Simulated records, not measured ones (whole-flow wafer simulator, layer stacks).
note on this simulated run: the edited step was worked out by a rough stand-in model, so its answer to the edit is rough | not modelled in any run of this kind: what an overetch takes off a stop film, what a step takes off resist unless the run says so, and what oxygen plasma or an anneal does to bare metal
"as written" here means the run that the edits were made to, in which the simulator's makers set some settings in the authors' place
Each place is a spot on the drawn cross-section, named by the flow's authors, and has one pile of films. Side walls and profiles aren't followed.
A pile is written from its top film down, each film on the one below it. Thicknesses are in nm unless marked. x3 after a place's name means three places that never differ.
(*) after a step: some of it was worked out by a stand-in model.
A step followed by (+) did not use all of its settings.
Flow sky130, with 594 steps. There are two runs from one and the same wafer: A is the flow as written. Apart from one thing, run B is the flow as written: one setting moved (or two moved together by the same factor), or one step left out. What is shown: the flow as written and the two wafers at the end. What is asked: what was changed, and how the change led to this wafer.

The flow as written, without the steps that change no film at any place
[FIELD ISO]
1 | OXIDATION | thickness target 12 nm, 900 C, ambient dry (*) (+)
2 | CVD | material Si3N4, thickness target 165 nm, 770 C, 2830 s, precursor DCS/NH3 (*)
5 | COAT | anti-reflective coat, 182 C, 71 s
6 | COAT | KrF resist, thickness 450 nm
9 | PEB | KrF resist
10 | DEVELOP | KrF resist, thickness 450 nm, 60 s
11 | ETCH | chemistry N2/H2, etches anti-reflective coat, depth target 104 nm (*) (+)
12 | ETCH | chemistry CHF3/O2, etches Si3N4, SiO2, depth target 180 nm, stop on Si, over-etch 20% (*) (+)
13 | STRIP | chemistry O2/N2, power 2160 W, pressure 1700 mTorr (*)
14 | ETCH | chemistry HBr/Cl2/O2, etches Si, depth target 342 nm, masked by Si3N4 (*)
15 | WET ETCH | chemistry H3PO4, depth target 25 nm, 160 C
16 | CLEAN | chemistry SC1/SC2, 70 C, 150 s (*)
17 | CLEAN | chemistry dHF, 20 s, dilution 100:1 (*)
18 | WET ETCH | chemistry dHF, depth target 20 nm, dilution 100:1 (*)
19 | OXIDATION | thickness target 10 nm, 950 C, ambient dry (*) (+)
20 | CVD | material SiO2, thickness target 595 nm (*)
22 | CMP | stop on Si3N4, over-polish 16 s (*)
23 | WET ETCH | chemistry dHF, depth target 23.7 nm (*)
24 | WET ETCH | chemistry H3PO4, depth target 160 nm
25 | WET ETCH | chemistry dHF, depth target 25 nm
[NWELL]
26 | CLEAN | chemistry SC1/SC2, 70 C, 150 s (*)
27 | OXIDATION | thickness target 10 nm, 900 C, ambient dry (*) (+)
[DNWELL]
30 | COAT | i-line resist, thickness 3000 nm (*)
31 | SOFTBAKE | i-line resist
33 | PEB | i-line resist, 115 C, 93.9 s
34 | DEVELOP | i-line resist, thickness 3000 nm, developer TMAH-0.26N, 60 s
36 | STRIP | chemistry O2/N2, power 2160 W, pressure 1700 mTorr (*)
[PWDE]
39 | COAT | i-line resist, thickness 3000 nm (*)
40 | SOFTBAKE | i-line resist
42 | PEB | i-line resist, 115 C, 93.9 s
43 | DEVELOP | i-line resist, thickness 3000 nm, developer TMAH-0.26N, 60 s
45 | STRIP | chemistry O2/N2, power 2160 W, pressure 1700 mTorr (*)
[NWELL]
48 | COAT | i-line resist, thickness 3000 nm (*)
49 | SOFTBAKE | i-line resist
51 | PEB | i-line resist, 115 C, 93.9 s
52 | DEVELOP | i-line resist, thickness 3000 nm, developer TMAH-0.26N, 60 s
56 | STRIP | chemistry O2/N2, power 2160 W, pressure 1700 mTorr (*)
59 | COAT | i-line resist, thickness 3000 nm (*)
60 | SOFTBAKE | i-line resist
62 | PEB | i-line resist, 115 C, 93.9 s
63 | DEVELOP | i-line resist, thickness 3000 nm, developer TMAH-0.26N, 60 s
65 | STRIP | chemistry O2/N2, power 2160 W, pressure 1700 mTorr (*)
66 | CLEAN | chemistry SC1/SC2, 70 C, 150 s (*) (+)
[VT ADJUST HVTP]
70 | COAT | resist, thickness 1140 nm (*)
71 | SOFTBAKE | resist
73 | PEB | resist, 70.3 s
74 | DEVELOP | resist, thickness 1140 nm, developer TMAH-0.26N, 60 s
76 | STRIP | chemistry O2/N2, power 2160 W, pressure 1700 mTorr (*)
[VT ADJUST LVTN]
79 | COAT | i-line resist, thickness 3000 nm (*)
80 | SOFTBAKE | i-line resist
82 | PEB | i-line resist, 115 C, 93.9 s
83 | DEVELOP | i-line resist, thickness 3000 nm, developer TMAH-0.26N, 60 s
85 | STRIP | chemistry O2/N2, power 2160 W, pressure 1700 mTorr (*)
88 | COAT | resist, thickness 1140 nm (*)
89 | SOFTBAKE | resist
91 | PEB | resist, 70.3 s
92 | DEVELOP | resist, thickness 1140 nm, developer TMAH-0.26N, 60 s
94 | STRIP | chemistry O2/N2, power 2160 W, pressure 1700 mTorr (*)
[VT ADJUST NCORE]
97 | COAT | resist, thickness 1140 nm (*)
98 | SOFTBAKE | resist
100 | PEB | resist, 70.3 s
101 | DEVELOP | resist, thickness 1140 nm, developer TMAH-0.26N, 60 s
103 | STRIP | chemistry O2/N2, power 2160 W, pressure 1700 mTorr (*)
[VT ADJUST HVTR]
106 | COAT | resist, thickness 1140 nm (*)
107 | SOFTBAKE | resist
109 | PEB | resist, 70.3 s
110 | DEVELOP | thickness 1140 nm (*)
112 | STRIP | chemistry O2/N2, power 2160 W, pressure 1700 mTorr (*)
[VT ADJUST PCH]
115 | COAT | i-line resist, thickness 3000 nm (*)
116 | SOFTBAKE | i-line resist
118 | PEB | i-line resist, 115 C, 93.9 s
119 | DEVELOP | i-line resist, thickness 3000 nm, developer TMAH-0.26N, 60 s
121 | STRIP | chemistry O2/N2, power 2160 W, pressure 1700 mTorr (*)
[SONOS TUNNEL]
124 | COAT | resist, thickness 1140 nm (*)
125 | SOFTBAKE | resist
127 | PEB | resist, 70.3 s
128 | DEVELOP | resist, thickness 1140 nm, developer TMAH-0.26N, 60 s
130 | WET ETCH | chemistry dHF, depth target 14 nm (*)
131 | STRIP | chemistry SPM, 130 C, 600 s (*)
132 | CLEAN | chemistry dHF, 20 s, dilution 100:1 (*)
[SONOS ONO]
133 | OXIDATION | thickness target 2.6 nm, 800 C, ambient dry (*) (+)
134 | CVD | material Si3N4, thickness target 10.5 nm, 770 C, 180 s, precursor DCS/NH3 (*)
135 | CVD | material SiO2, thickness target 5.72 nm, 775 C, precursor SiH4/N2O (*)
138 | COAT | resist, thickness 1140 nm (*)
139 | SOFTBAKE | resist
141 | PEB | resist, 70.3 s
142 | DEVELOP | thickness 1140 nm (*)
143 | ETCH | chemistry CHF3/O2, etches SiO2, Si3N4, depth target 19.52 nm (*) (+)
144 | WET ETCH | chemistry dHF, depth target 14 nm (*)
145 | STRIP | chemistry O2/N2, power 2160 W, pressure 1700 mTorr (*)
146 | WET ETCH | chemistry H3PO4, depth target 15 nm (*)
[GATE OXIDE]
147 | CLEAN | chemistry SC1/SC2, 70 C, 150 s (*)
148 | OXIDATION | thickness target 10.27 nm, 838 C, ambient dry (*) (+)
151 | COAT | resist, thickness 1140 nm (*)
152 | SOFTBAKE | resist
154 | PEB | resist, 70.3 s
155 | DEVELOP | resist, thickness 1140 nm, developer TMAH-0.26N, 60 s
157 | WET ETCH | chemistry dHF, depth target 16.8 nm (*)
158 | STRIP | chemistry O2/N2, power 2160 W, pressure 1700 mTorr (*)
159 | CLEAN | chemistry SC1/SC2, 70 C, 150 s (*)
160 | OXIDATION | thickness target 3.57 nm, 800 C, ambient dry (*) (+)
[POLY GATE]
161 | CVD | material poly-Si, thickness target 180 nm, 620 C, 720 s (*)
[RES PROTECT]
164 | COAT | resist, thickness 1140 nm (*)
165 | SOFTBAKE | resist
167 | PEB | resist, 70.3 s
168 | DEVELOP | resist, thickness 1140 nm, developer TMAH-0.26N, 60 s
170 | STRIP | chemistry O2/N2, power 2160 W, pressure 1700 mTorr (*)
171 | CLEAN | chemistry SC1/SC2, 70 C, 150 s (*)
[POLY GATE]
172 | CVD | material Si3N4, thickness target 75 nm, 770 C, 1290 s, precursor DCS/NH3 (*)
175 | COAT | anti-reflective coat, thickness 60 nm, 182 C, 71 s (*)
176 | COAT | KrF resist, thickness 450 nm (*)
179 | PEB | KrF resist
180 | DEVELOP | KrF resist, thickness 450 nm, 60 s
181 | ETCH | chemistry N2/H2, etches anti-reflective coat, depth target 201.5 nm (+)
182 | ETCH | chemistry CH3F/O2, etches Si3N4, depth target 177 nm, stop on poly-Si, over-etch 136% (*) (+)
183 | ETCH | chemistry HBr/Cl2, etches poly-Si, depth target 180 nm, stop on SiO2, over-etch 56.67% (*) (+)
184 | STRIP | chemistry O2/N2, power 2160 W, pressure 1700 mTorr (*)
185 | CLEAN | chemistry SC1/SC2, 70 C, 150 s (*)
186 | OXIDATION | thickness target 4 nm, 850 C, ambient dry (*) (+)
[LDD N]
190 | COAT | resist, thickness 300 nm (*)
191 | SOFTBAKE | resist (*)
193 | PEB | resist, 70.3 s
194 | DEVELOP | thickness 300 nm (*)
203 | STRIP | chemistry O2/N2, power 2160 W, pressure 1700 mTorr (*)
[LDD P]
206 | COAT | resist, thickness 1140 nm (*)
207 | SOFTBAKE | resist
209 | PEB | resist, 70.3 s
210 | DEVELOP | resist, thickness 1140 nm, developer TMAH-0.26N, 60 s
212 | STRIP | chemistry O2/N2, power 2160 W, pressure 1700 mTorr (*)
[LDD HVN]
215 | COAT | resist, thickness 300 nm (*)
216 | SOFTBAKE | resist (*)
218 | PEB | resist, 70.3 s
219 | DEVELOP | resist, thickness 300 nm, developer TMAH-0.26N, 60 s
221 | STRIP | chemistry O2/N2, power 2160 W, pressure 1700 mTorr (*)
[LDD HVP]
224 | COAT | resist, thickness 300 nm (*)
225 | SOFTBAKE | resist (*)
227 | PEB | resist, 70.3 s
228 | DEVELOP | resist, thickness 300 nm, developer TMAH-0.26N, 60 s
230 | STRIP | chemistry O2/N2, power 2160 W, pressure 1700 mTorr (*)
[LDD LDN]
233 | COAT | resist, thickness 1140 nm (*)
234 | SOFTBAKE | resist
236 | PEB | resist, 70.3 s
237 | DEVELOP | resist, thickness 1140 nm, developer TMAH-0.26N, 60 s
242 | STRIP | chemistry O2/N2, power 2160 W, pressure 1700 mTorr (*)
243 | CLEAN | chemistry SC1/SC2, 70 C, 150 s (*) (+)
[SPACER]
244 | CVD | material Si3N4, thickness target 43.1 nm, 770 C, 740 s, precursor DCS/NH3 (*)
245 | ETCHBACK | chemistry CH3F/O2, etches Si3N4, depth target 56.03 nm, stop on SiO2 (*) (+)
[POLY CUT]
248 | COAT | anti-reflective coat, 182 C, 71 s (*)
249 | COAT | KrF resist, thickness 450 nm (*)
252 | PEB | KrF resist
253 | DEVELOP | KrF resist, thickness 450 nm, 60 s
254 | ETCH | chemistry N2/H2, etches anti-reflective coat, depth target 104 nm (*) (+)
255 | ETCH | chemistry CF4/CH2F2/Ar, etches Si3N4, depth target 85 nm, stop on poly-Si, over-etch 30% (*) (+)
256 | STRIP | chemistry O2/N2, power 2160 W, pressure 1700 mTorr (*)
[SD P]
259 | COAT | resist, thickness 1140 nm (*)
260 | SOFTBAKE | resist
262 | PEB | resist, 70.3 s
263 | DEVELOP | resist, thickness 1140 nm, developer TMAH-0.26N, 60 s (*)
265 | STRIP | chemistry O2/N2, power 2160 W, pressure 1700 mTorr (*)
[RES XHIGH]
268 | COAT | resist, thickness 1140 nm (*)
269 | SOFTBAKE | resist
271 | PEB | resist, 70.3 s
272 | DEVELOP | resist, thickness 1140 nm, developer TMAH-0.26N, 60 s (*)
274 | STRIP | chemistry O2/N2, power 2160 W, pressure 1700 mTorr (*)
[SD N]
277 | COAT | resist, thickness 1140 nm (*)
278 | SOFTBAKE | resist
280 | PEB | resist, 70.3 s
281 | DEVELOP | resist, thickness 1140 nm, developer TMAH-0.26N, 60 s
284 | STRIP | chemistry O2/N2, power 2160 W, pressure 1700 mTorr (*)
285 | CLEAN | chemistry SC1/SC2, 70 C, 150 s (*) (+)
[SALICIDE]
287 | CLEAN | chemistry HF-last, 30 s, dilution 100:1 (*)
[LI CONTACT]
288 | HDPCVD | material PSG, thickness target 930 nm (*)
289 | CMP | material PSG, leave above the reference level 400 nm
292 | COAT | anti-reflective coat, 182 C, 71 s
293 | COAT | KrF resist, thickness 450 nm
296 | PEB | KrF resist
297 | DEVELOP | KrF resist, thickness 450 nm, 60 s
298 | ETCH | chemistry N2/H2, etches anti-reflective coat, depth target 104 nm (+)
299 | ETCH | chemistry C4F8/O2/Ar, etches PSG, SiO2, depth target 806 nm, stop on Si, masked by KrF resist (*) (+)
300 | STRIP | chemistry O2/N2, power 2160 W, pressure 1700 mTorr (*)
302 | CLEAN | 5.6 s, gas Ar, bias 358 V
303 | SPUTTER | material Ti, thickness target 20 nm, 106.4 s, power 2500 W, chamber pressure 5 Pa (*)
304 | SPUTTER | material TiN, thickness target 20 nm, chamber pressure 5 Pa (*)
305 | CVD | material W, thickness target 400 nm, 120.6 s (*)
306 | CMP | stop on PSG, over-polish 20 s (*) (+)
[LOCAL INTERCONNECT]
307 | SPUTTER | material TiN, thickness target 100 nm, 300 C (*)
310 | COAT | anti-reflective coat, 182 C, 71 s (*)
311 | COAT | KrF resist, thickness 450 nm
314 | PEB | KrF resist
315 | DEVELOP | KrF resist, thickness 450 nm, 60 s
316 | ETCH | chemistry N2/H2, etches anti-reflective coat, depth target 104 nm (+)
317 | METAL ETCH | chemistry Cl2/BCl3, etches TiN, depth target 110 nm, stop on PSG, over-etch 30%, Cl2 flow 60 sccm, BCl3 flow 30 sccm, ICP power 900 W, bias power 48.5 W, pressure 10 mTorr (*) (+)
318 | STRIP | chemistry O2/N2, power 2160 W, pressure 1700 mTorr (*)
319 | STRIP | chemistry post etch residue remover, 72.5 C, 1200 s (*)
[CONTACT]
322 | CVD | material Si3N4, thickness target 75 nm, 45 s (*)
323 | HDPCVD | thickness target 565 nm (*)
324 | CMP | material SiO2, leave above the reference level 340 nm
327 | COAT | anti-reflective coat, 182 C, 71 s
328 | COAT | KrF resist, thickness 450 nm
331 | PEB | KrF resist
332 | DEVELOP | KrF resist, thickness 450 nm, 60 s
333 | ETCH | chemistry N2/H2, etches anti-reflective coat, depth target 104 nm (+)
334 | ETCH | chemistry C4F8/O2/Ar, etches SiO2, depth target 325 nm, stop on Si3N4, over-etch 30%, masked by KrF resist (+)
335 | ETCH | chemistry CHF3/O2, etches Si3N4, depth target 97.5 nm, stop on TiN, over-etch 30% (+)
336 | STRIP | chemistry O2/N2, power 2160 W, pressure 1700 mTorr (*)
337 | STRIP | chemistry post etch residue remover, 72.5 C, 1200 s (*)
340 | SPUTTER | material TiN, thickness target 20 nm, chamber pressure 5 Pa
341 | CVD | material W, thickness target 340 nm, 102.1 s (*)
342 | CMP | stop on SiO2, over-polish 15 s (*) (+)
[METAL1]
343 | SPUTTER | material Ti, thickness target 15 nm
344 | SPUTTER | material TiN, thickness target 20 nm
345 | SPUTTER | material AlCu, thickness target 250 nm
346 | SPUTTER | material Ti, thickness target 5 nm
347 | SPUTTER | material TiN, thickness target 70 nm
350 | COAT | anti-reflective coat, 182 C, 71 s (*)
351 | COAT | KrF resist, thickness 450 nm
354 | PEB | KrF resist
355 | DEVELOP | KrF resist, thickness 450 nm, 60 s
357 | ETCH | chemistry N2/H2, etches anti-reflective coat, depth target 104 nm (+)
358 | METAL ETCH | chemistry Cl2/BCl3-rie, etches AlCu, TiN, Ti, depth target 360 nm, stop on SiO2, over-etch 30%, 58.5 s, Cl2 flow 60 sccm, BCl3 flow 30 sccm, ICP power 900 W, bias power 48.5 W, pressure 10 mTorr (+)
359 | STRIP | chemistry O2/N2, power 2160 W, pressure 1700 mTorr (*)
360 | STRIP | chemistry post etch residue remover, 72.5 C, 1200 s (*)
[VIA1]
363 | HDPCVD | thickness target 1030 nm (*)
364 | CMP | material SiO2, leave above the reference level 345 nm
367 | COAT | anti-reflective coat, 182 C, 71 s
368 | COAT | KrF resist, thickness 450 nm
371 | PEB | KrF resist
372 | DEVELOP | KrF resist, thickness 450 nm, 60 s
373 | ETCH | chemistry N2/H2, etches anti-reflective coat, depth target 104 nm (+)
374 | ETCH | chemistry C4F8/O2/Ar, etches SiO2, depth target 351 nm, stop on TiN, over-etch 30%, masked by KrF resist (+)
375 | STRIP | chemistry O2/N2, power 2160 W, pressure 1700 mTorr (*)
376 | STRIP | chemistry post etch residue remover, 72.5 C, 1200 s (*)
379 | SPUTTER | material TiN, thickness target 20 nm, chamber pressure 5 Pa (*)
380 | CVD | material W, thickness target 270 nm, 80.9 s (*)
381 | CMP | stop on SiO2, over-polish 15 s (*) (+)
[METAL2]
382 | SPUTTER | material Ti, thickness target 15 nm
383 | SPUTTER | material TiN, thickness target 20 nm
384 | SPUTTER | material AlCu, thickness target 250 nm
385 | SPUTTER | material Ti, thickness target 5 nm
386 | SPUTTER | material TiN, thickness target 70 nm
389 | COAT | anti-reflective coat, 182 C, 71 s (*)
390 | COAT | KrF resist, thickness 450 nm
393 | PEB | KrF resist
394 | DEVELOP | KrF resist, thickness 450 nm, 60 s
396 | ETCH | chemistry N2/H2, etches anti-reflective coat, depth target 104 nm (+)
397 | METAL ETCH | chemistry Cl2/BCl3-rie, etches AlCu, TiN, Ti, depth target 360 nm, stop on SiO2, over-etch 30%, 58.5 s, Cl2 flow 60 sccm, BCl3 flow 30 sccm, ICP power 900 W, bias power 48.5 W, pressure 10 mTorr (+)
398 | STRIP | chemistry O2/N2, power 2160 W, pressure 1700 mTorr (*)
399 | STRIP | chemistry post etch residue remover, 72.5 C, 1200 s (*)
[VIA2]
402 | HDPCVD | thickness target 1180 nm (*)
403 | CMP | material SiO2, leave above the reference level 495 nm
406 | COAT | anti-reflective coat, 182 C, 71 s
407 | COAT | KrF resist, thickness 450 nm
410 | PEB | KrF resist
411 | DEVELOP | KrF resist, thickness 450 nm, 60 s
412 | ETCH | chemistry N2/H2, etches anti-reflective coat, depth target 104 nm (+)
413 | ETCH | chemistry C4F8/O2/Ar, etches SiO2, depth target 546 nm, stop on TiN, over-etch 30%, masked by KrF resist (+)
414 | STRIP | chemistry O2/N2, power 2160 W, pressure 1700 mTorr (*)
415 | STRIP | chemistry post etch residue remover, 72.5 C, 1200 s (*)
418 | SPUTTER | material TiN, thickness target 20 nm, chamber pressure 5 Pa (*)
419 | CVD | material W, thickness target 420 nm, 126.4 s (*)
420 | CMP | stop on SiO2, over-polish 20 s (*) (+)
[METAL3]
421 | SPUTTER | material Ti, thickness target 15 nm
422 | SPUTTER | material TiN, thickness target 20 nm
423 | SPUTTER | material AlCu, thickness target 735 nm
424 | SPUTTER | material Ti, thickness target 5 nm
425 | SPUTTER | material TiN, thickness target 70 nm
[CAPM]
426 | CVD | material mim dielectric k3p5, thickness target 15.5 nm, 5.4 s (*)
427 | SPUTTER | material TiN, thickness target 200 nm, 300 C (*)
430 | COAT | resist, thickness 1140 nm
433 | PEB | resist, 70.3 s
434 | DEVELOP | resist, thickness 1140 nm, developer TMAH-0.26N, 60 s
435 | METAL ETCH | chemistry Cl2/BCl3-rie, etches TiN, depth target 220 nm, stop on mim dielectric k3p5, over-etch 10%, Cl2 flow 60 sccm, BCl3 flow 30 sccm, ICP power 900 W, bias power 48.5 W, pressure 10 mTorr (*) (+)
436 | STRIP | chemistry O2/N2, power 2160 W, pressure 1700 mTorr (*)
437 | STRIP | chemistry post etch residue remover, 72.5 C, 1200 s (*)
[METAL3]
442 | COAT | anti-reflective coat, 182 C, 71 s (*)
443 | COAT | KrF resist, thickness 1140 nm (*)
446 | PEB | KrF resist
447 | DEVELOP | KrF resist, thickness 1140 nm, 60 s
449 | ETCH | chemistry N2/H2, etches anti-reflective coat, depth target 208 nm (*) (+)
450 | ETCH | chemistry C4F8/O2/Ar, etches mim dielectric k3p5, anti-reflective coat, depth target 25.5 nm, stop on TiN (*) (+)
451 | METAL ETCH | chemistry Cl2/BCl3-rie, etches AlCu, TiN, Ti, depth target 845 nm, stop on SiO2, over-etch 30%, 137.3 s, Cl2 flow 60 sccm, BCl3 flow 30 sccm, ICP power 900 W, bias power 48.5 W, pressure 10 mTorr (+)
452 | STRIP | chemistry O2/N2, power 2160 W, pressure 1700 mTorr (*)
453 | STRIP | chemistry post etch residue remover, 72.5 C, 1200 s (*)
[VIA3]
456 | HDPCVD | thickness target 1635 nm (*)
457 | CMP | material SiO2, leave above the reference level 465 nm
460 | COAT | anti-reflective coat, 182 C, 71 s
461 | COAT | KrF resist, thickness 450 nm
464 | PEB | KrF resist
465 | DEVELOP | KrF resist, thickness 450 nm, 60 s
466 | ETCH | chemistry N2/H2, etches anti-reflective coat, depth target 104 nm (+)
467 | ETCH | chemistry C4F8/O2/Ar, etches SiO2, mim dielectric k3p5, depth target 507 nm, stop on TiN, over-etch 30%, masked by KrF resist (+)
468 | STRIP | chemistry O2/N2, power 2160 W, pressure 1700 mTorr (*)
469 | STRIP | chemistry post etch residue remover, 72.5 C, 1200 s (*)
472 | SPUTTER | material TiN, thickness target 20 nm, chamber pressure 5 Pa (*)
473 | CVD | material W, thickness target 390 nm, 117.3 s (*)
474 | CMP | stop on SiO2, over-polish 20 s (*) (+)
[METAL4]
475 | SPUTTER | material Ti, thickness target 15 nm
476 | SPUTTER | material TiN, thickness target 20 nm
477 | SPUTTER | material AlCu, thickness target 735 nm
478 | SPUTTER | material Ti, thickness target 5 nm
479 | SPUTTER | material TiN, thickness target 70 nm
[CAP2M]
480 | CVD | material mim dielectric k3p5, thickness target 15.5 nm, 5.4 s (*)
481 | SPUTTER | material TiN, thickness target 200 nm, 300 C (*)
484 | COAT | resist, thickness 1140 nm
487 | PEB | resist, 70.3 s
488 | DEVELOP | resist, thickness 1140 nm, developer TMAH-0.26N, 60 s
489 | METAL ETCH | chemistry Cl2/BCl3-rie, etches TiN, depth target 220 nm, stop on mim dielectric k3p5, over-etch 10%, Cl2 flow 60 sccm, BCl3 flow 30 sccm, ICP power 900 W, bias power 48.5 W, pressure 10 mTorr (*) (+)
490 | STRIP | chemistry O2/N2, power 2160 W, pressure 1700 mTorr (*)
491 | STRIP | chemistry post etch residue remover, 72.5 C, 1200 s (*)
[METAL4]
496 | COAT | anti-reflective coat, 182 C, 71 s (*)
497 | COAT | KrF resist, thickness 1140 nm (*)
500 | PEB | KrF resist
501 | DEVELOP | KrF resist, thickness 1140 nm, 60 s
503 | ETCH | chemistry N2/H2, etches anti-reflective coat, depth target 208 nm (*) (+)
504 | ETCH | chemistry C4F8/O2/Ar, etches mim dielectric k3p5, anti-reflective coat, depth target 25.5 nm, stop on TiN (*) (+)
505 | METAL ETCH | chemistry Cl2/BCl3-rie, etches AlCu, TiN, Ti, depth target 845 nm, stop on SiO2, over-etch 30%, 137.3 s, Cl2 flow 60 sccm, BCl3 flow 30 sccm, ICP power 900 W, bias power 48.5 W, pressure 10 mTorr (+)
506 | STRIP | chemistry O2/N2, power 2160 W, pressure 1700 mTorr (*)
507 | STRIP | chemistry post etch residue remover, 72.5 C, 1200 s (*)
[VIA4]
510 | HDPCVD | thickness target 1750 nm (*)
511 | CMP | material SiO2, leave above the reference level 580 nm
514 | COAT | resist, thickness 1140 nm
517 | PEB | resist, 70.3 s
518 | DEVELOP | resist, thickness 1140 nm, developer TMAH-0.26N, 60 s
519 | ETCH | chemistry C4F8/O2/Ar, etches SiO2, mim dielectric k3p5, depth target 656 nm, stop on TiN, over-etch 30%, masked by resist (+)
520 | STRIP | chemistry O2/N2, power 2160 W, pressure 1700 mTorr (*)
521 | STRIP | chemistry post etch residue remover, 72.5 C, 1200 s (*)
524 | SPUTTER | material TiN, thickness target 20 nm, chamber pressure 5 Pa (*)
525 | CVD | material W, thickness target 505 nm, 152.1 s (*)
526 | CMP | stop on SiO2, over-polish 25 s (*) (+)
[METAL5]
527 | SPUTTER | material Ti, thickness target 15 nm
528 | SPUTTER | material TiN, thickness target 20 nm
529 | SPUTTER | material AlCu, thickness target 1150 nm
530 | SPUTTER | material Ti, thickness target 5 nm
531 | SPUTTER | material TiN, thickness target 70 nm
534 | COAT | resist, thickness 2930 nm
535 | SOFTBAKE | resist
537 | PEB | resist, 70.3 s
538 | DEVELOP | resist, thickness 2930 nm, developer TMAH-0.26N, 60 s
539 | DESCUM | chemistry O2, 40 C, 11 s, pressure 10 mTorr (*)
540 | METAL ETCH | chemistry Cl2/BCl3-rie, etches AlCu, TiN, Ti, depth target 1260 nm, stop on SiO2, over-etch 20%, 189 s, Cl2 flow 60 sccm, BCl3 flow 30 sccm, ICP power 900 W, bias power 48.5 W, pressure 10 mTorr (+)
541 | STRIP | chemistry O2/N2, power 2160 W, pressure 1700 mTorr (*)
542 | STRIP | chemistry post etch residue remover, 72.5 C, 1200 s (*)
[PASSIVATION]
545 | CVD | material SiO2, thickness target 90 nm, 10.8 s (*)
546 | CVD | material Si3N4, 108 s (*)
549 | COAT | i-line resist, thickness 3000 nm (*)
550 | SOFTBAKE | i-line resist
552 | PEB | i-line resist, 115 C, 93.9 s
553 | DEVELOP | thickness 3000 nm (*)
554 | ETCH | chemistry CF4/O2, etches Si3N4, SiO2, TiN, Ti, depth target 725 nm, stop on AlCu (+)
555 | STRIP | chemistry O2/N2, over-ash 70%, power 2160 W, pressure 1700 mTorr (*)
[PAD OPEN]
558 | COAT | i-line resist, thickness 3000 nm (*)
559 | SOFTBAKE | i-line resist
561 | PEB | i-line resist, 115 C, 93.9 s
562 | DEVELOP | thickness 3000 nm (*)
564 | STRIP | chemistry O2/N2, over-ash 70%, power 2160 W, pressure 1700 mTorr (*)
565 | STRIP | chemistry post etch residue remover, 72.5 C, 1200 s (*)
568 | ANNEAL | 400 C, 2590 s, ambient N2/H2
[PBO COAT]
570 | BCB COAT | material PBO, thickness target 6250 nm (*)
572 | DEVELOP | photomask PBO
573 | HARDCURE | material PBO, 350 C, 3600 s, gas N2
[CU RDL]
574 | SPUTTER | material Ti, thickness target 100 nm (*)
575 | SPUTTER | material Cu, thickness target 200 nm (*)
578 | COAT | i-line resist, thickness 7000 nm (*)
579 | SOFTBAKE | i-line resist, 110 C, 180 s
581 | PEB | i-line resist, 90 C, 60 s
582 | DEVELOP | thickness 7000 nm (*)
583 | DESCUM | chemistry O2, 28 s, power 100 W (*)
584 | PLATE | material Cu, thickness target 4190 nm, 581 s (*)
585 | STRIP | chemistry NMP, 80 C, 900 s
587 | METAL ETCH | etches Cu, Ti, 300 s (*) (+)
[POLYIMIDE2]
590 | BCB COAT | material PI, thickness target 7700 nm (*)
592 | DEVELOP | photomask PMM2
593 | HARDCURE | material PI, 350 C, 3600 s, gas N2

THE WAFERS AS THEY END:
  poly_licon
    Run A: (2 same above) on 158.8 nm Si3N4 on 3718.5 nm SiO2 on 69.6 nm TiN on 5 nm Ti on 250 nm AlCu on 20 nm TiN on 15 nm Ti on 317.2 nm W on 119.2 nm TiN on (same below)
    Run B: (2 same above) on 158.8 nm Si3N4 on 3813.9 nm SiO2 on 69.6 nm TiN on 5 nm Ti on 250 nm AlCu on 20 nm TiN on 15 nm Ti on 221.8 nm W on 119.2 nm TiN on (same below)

The reason: step 341, CVD: thickness target 221 nm was run, whereas the flow has thickness target 340 nm; step 341, CVD: 66.38 s was run, where the flow has 102.1 s.

Step by step, how the change led to this:
  341 | CVD | material W, thickness target 340 nm, 102.1 s (*)
      field, active, n_well and 185 more: A W gains 340 (new film) | B W gains 221.8 (new film)
      ndiff_licon, ndiff_licon_cpp, rpo_hd_licon: A W gains 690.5 (new film) | B W gains 572.3 (new film)
  342 | CMP | stop on SiO2, over-polish 15 s (*) (+)
      poly_licon: A W loses 22.8 | B nothing
      field, active, n_well and 184 more: A W loses 340 (all of it), TiN loses 20 (all of it), SiO2 loses 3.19 | B W loses 221.8 (all of it), TiN loses 20 (all of it), SiO2 loses 3.19
      (and at 3 other places as well)
  350 | COAT | anti-reflective coat, 182 C, 71 s (*)
      poly_licon: A anti-reflective coat gains 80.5 (new film) | B anti-reflective coat gains 175.9 (new film)
  359 | STRIP | chemistry O2/N2, power 2160 W, pressure 1700 mTorr (*)
      poly_licon: A KrF resist loses 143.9 (all of it), anti-reflective coat loses 80.5 (all of it) | B KrF resist loses 143.9 (all of it), anti-reflective coat loses 175.9 (all of it)
  364 | CMP | material SiO2, leave above the reference level 345 nm
      poly_licon: A SiO2 loses 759 | B SiO2 loses 663.6
